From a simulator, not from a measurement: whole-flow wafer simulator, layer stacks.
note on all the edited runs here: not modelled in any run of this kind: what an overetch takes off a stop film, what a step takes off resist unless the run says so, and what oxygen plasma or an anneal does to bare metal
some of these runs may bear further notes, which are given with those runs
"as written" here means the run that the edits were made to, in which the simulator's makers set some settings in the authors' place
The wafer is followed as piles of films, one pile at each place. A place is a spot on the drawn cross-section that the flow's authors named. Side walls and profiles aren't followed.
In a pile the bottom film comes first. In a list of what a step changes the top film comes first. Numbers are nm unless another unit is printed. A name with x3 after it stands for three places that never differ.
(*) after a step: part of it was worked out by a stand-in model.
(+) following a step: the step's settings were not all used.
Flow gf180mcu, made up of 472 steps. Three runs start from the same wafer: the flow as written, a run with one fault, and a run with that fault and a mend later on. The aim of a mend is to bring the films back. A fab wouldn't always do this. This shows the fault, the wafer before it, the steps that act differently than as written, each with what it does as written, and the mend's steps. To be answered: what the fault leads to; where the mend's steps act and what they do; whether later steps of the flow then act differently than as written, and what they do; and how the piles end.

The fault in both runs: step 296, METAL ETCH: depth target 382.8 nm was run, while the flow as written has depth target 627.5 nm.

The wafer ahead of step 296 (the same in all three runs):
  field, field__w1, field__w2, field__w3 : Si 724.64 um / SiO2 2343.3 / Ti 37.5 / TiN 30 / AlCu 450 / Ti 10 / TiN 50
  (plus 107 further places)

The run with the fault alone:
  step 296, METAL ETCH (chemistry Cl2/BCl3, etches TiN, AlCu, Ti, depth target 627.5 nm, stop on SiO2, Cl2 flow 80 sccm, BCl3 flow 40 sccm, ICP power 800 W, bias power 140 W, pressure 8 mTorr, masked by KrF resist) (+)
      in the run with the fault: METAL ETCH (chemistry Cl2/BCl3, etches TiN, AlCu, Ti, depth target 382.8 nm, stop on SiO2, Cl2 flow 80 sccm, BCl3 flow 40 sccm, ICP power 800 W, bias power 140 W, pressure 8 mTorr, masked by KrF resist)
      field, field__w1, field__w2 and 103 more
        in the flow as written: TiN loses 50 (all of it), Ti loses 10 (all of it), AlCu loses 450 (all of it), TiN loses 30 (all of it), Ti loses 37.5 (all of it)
        in the run with the fault: TiN loses 50 (all of it), Ti loses 10 (all of it), AlCu loses 322.8
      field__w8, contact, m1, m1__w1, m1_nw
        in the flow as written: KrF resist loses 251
        in the run with the fault: KrF resist loses 153.1
  Steps later in the flow that act otherwise than as written:
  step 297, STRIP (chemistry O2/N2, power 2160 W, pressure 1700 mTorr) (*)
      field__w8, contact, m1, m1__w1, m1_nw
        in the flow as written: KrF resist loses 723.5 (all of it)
        in the run with the fault: KrF resist loses 821.4 (all of it)
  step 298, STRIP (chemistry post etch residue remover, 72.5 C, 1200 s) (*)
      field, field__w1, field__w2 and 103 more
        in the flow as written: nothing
        in the run with the fault: AlCu loses 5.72
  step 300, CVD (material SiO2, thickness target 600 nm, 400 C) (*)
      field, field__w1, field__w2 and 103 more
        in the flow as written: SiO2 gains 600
        in the run with the fault: SiO2 gains 600 (new film)
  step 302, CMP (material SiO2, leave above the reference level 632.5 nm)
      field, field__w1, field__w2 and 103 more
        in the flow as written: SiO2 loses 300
        in the run with the fault: SiO2 loses 489
  The piles end different from the flow's at field, field__w1, field__w2 and 104 more by more than 2% or 0.5 nm, whichever is larger.
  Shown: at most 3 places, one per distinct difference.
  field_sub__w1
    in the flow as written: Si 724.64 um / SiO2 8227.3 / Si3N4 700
    in the run with the fault: Si 724.64 um / SiO2 2343.2 / Ti 37.5 / TiN 30 / AlCu 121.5 / SiO2 5695 / Si3N4 700
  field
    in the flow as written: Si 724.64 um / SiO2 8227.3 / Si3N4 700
    in the run with the fault: Si 724.64 um / SiO2 2343.3 / Ti 37.5 / TiN 30 / AlCu 121.5 / SiO2 5695 / Si3N4 700
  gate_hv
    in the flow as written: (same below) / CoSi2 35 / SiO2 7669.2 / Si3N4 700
    in the run with the fault: (same below) / CoSi2 35 / SiO2 1785.1 / Ti 37.5 / TiN 30 / AlCu 121.5 / SiO2 5695 / Si3N4 700

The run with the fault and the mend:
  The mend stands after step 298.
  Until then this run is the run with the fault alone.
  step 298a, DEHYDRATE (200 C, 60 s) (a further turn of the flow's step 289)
      leaves every film unchanged at each place that is followed
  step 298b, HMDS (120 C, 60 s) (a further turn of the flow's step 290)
      leaves every film unchanged at each place that is followed
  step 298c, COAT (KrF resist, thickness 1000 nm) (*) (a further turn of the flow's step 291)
      iso_ptap_pw, iso_ntap_nw, iso_nw_fld and 33 more
        KrF resist gains 1000 (new film)
      field_sub, field_sub__w3, p_well and 8 more
        KrF resist gains 1002.6 (new film)
      field_sub__w2, field_sub__w4, ld_drn_n and 7 more
        KrF resist gains 1002.4 (new film)
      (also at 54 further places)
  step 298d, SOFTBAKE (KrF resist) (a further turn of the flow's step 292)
      leaves every film unchanged at each place that is followed
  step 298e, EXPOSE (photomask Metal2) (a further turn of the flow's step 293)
      leaves every film unchanged at each place that is followed
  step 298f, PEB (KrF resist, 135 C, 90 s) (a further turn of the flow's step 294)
      field__w1, field__w2, field__w3 and 58 more
        KrF resist loses 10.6
      iso_ptap_pw, iso_ntap_nw, iso_nw_fld and 33 more
        KrF resist loses 10.5
      sd_p, nw_sep_fld, polyc_n
        KrF resist loses 10.7
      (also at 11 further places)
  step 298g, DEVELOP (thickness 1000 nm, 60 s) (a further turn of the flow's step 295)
      iso_ptap_pw, iso_ntap_nw, iso_nw_fld and 33 more
        KrF resist loses 989.5 (all of it)
      field__w5, field__w9, field_sub and 12 more
        KrF resist loses 992 (all of it)
      field_sub__w2, field_sub__w4, gate_nat and 11 more
        KrF resist loses 991.9 (all of it)
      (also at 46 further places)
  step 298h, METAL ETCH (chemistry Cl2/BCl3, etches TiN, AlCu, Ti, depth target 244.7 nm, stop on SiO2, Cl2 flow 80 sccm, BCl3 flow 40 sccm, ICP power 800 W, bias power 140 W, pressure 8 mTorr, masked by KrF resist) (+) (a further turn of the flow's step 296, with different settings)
      field, field__w1, field__w2 and 103 more
        AlCu loses 121.5 (all of it), TiN loses 30 (all of it), Ti loses 37.5 (all of it)
      field__w8, contact, m1, m1__w1, m1_nw
        KrF resist loses 97.9
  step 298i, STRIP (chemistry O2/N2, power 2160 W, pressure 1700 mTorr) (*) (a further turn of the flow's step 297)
      field__w8
        KrF resist loses 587 (all of it)
      contact
        KrF resist loses 585.1 (all of it)
      m1
        KrF resist loses 587.3 (all of it)
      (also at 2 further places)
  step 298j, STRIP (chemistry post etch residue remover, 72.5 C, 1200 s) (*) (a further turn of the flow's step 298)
      field__w8, contact, m1, m1__w1, m1_nw
        TiN loses 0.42
  Later steps of the flow that are run all act as written at every place that is followed, up to a difference of at most 2% or 0.5 nm, whichever is larger.
  When the end is reached, the piles differ only a little from the flow's at the places that both follow, at most by 2% or 0.5 nm, whichever is larger.
